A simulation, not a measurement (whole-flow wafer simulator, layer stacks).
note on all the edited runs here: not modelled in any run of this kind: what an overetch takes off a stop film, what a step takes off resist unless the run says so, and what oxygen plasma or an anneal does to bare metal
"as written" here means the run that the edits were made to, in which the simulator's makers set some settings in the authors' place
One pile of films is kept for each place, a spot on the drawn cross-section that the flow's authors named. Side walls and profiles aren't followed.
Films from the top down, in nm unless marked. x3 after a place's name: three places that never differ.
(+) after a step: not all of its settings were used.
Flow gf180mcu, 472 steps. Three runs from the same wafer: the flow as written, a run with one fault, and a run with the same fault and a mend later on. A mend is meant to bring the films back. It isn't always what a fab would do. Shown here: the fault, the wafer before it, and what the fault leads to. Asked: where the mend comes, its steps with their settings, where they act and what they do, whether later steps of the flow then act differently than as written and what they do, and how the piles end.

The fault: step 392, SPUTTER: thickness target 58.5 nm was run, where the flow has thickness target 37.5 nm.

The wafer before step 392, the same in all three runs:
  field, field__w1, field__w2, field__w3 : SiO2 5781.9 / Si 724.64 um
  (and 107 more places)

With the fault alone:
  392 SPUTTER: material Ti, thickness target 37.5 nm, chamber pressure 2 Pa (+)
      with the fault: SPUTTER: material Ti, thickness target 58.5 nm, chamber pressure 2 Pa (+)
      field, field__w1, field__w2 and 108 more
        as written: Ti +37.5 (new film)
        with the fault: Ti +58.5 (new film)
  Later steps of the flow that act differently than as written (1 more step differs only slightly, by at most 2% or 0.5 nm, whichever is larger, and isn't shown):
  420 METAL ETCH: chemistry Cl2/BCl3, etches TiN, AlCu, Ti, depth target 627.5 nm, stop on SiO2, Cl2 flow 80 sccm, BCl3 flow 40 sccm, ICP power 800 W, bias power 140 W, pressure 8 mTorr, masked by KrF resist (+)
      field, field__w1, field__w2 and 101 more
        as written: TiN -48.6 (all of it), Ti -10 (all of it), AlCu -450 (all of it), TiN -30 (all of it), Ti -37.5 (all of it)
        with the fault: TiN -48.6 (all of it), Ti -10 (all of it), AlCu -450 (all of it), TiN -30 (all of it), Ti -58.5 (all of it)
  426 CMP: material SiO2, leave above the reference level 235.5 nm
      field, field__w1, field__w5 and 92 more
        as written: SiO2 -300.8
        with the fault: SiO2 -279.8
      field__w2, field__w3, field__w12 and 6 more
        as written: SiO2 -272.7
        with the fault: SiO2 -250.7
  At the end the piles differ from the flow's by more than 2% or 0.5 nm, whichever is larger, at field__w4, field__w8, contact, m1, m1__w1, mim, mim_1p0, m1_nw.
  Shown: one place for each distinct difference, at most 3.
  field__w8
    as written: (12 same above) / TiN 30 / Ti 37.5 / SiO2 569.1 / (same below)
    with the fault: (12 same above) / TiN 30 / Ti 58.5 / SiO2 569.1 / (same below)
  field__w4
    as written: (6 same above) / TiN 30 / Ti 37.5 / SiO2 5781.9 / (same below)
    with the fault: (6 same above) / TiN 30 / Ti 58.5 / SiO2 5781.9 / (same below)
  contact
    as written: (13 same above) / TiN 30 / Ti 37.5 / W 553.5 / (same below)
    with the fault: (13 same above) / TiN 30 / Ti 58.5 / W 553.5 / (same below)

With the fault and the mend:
  The mend comes after step 392.
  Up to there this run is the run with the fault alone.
  392a METAL ETCH: chemistry Cl2/BCl3, etches TiN, AlCu, Ti, depth target 21 nm, Cl2 flow 80 sccm, BCl3 flow 40 sccm, ICP power 800 W, bias power 140 W, pressure 8 mTorr (the flow's step 260 once more, with other settings)
      field, field__w1, field__w2 and 108 more
        Ti -21
  No later step of the flow acts differently than as written at any place that is followed.
  At the end the piles are the same as the flow's at every place that both follow.
